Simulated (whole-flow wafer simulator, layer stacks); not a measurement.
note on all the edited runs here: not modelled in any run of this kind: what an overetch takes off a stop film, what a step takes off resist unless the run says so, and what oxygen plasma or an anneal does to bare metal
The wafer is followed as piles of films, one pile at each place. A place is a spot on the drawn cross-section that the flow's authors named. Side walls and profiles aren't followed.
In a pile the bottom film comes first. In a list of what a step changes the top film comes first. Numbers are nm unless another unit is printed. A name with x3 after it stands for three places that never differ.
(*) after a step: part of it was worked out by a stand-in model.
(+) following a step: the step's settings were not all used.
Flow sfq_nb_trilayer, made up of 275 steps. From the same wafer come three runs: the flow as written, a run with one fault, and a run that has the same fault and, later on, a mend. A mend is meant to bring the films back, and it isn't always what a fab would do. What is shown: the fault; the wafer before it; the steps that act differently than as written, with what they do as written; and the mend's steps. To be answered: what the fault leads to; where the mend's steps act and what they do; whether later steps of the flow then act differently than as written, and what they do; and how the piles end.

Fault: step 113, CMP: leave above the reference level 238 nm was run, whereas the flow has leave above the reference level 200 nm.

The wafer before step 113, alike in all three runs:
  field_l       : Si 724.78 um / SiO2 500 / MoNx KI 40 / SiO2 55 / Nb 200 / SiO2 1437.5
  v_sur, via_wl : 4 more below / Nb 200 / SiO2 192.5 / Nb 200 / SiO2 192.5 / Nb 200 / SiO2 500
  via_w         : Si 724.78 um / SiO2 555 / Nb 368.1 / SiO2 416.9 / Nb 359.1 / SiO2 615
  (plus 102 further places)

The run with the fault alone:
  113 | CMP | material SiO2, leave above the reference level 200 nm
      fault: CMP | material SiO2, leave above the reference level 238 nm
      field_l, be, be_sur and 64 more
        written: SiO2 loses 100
        fault: SiO2 loses 62
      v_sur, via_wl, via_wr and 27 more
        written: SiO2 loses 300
        fault: SiO2 loses 262
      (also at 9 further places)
  Later steps of the flow acting differently than as written (not shown: 3 more steps that differ only slightly, by at most 2% or 0.5 nm, whichever is larger):
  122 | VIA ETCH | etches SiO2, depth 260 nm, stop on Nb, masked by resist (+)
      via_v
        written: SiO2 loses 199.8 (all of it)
        fault: SiO2 loses 237.8 (all of it)
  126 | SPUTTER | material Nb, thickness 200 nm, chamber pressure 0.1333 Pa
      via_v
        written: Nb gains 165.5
        fault: Nb gains 157.4
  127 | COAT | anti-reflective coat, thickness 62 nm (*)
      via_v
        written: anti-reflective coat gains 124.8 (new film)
        fault: anti-reflective coat gains 133 (new film)
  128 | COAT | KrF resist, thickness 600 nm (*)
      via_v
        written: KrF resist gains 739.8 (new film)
        fault: KrF resist gains 771.4 (new film)
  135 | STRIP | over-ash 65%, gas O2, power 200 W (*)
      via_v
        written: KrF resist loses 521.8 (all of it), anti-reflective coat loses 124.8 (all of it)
        fault: KrF resist loses 553.3 (all of it), anti-reflective coat loses 133 (all of it)
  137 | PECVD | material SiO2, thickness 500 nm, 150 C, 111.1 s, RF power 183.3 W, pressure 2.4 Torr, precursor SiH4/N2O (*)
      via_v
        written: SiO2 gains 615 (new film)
        fault: SiO2 gains 661.1 (new film)
  The piles end different from the flow's at v_sur, via_wl, via_w and 74 more by more than 2% or 0.5 nm, whichever is larger.
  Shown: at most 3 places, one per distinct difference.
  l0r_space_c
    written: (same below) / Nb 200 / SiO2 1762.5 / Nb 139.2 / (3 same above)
    fault: (same below) / Nb 200 / SiO2 1800.5 / Nb 139.2 / (3 same above)
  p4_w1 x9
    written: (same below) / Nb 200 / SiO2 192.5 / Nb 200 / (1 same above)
    fault: (same below) / Nb 200 / SiO2 230.5 / Nb 200 / (1 same above)
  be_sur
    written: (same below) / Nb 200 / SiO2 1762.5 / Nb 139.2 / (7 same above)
    fault: (same below) / Nb 200 / SiO2 1800.5 / Nb 139.2 / (7 same above)

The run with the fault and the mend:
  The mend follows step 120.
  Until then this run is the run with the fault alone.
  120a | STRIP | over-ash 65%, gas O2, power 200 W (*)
      field_l, v_sur, via_wl and 102 more
        KrF resist loses 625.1 (all of it), anti-reflective coat loses 62 (all of it)
      via_v
        anti-reflective coat loses 62 (all of it)
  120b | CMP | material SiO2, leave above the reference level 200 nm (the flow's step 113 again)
      field_l, v_sur, via_wl and 103 more
        SiO2 loses 38
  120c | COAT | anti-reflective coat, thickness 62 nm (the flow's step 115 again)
      field_l, v_sur, via_wl and 103 more
        anti-reflective coat gains 62 (new film)
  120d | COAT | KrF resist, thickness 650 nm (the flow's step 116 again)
      field_l, v_sur, via_wl and 103 more
        KrF resist gains 650 (new film)
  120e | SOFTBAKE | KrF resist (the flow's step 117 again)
      alters no film at any place that is followed
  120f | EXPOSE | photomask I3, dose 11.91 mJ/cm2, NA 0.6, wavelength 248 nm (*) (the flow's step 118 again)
      alters no film at any place that is followed
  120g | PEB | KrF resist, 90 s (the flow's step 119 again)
      field_l, v_sur, via_wl and 103 more
        KrF resist loses 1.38
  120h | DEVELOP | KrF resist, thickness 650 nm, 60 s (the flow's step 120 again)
      field_l, v_sur, via_wl and 102 more
        KrF resist loses 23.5
      via_v
        KrF resist loses 648.6 (all of it)
  Every later step of the flow that is run acts as written at every place that is followed.
  At every place that both follow, the piles at the end match the flow's.
